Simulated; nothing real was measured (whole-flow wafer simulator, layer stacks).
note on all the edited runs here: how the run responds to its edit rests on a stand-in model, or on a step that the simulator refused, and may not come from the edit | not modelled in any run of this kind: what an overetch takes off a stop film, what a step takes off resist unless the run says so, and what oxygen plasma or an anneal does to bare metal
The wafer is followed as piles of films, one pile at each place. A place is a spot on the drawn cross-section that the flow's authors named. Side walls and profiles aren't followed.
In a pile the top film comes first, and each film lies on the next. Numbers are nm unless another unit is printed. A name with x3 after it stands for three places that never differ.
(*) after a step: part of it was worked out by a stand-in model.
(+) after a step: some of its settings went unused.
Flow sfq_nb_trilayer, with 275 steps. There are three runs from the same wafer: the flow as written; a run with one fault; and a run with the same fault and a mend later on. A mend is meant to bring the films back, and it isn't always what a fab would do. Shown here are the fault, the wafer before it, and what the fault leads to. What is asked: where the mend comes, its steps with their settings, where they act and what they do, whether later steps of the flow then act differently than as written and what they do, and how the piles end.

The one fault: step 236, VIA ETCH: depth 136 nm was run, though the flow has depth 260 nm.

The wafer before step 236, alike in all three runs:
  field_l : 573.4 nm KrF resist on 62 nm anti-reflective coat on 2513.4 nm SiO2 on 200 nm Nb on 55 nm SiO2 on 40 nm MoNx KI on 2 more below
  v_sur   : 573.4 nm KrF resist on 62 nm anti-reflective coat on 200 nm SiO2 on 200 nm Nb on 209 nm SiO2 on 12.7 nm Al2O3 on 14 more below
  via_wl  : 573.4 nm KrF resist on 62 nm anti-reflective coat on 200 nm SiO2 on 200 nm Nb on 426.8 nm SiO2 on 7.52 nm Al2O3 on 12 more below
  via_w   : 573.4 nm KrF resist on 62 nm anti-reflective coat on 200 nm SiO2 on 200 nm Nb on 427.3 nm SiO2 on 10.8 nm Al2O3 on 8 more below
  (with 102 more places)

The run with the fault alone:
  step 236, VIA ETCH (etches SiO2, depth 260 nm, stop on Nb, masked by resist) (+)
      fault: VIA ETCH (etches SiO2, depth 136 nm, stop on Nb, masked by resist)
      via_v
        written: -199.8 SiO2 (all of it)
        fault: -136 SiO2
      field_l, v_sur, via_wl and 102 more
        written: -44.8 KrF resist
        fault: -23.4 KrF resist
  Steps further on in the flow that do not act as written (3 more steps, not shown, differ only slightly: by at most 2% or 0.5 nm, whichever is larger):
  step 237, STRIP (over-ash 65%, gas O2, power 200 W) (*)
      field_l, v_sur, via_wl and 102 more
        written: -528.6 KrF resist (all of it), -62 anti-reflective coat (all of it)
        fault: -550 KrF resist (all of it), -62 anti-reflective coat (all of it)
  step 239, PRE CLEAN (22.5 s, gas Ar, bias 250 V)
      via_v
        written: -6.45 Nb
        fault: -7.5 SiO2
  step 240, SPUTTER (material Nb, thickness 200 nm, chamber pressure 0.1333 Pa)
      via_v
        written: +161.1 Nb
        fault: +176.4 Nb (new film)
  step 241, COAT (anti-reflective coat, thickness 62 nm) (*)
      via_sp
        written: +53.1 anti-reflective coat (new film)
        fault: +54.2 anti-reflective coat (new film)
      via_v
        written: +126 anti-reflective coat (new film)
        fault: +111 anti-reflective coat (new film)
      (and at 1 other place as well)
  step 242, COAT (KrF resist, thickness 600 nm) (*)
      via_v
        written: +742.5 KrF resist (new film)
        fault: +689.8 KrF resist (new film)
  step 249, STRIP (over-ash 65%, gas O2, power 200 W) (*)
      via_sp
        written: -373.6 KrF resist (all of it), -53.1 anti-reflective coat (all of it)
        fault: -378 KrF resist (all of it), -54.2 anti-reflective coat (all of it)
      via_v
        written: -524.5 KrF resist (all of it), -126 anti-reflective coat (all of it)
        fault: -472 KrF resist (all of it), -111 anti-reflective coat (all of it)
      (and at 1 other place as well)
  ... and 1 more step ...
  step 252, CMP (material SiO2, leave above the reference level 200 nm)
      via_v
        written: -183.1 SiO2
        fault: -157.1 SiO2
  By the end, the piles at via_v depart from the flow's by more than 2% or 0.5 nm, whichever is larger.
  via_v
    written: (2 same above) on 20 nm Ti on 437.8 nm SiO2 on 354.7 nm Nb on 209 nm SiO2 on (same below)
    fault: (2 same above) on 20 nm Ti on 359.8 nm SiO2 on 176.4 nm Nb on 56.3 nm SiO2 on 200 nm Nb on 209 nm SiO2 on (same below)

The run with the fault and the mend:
  The mend follows step 237.
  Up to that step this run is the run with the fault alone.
  step 237a, COAT (anti-reflective coat, thickness 62 nm) (*) (the flow's step 229, run once more)
      p4_fl x3, p4_w1 x9, p4_g1 x2 and 63 more
        +62 anti-reflective coat (new film)
      be_r, r_sur, res and 7 more
        +61.8 anti-reflective coat (new film)
      field_l, jj_sur, ce_l
        +61.6 anti-reflective coat (new film)
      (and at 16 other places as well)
  step 237b, COAT (KrF resist, thickness 650 nm) (*) (the flow's step 230, run once more)
      p4_fl x3, p4_w1 x9, p4_g1 x2 and 63 more
        +650 KrF resist (new film)
      lsp_l, ln_m5, lsp_m, ln_m6, lsp_r, l0_sur, l0v
        +649.7 KrF resist (new film)
      res, r_end, moat, field_r
        +649.6 KrF resist (new film)
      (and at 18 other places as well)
  step 237c, SOFTBAKE (KrF resist) (the flow's step 231, run once more)
      leaves every film unchanged at each place that is followed
  step 237d, EXPOSE (photomask I6, dose 11.91 mJ/cm2, NA 0.6, wavelength 248 nm) (*) (the flow's step 232, run once more)
      leaves every film unchanged at each place that is followed
  step 237e, PEB (KrF resist, 90 s) (the flow's step 233, run once more)
      ce_l, c5j, ce_r and 91 more
        -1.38 KrF resist
      field_l, v_sur, via_wl and 8 more
        -1.37 KrF resist
      via_v
        -1.57 KrF resist
  step 237f, DEVELOP (KrF resist, thickness 650 nm, 60 s) (the flow's step 234, run once more)
      field_l, v_sur, via_wl and 102 more
        -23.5 KrF resist
      via_v
        -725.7 KrF resist (all of it)
  step 237g, VIA ETCH (etches anti-reflective coat, depth 125 nm, masked by resist) (+) (the flow's step 235, run once more)
      field_l, v_sur, via_wl and 102 more
        -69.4 KrF resist
      via_v
        -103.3 anti-reflective coat (all of it), -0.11 SiO2
  step 237h, VIA ETCH (etches SiO2, depth 124 nm, stop on Nb, masked by resist) (+) (the flow's step 236, run once more with other settings)
      field_l, v_sur, via_wl and 102 more
        -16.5 KrF resist
      via_v
        -63.7 SiO2 (all of it)
  step 237i, STRIP (over-ash 65%, gas O2, power 200 W) (*) (the flow's step 237, run once more)
      p4_fl x3, p4_w1 x9, p4_g1 x2 and 63 more
        -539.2 KrF resist (all of it), -62 anti-reflective coat (all of it)
      r_end, moat, field_r, lsp_l
        -538.8 KrF resist (all of it), -61.8 anti-reflective coat (all of it)
      ln_m5, lsp_m, ln_m6
        -538.9 KrF resist (all of it), -61.8 anti-reflective coat (all of it)
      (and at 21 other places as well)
  Later steps of the flow that are run all act as written at every place that is followed, up to a difference of at most 2% or 0.5 nm, whichever is larger.
  By the end, the piles equal the flow's at every place that both follow.
